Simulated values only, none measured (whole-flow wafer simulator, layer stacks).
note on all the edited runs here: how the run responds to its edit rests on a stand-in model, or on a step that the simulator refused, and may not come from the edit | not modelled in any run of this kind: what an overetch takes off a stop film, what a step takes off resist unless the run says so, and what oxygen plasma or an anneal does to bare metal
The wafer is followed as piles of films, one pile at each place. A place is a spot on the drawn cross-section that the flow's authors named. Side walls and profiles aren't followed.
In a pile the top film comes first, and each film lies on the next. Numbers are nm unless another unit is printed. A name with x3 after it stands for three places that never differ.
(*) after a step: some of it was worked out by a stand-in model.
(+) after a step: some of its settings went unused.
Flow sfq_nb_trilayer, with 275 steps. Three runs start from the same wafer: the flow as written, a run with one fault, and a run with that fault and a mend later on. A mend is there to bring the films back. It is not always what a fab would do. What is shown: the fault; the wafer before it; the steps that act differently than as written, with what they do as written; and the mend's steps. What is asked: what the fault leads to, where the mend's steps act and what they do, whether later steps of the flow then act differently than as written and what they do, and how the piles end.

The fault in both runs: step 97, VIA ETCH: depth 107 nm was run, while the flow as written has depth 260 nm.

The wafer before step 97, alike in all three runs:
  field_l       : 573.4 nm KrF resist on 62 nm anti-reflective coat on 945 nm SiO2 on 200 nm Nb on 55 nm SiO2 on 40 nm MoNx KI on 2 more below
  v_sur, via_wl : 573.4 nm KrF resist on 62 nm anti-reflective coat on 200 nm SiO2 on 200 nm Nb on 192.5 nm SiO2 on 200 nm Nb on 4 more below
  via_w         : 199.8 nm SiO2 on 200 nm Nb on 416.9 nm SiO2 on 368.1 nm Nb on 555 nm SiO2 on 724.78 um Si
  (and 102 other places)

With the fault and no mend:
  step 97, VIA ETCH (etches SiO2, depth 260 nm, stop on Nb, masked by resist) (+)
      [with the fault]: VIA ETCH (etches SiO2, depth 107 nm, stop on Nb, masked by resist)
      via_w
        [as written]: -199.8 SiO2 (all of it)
        [with the fault]: -107 SiO2
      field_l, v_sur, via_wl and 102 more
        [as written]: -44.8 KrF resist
        [with the fault]: -18.4 KrF resist
  Steps later in the flow that act otherwise than as written (4 more steps, not shown, differ only slightly: by at most 2% or 0.5 nm, whichever is larger):
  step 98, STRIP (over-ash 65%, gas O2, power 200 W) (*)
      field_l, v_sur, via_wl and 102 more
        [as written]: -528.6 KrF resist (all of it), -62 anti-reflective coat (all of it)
        [with the fault]: -555 KrF resist (all of it), -62 anti-reflective coat (all of it)
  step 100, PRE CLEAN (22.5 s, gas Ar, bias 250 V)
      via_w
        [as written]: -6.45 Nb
        [with the fault]: -7.5 SiO2
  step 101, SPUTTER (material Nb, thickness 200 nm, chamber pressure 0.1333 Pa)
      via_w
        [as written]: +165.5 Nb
        [with the fault]: +185.9 Nb (new film)
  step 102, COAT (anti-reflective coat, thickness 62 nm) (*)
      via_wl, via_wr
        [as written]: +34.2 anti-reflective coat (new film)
        [with the fault]: +31.9 anti-reflective coat (new film)
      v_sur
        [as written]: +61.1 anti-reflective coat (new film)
        [with the fault]: +56.7 anti-reflective coat (new film)
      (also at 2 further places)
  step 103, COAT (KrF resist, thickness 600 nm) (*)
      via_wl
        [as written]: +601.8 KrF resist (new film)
        [with the fault]: +614.9 KrF resist (new film)
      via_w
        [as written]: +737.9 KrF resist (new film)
        [with the fault]: +656 KrF resist (new film)
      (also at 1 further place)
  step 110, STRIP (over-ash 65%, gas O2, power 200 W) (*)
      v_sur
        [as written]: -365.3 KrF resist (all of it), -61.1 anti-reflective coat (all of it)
        [with the fault]: -376.6 KrF resist (all of it), -56.7 anti-reflective coat (all of it)
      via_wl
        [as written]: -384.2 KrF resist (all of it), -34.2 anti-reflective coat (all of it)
        [with the fault]: -397.3 KrF resist (all of it), -31.9 anti-reflective coat (all of it)
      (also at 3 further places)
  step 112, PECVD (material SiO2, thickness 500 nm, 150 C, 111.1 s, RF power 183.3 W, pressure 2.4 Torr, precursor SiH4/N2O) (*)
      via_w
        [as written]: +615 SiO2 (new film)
        [with the fault]: +500 SiO2 (new film)
  At via_w, the piles at the end differ from the flow's by more than 2% or 0.5 nm, whichever is larger.
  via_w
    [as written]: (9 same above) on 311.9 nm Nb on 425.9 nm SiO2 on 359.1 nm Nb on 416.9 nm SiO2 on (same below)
    [with the fault]: (9 same above) on 311.9 nm Nb on 313.7 nm SiO2 on 185.9 nm Nb on 85.3 nm SiO2 on 200 nm Nb on 416.9 nm SiO2 on (same below)

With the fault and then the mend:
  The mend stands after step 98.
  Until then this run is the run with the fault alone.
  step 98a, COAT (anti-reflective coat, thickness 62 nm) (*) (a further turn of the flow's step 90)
      p4_fl x3, p4_w1 x9, p4_g1 x2 and 63 more
        +62 anti-reflective coat (new film)
      be_sur, gap, jj_sur and 17 more
        +61.9 anti-reflective coat (new film)
      field_l, via_v
        +61.7 anti-reflective coat (new film)
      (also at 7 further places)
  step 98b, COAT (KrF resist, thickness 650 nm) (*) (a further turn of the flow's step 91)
      p4_fl x3, p4_w1 x9, p4_g1 x2 and 63 more
        +650 KrF resist (new film)
      res, r_end, moat and 8 more
        +649.7 KrF resist (new film)
      ce_l, c5j, ce_r
        +649.5 KrF resist (new film)
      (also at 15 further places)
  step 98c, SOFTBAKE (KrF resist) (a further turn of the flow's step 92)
      alters no film at any place that is followed
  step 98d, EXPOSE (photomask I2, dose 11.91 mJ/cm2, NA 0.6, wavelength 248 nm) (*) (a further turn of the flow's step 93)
      alters no film at any place that is followed
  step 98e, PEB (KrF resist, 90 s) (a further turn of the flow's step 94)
      be_sur, gap, jj_sur and 94 more
        -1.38 KrF resist
      field_l, v_sur, via_sp, via_v, wire, be
        -1.37 KrF resist
      via_wl, via_wr
        -1.41 KrF resist
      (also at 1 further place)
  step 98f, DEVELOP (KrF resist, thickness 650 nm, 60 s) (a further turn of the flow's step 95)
      field_l, v_sur, via_wl and 102 more
        -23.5 KrF resist
      via_w
        -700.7 KrF resist (all of it)
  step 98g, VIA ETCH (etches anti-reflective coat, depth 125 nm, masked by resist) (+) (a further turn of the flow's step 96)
      field_l, v_sur, via_wl and 102 more
        -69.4 KrF resist
      via_w
        -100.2 anti-reflective coat (all of it), -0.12 SiO2
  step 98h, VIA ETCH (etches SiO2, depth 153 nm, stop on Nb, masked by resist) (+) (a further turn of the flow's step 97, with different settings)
      field_l, v_sur, via_wl and 102 more
        -24 KrF resist
      via_w
        -92.7 SiO2 (all of it)
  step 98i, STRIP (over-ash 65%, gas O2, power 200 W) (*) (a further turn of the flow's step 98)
      p4_fl x3, p4_w1 x9, p4_g1 x2 and 63 more
        -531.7 KrF resist (all of it), -62 anti-reflective coat (all of it)
      r_end, moat, field_r and 7 more
        -531.4 KrF resist (all of it), -61.9 anti-reflective coat (all of it)
      c5j, ce_r, sp_r
        -531.2 KrF resist (all of it), -61.9 anti-reflective coat (all of it)
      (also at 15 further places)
  Every later step of the flow that is run acts as written at every place that is followed.
  By the end, the piles equal the flow's at every place that both follow.
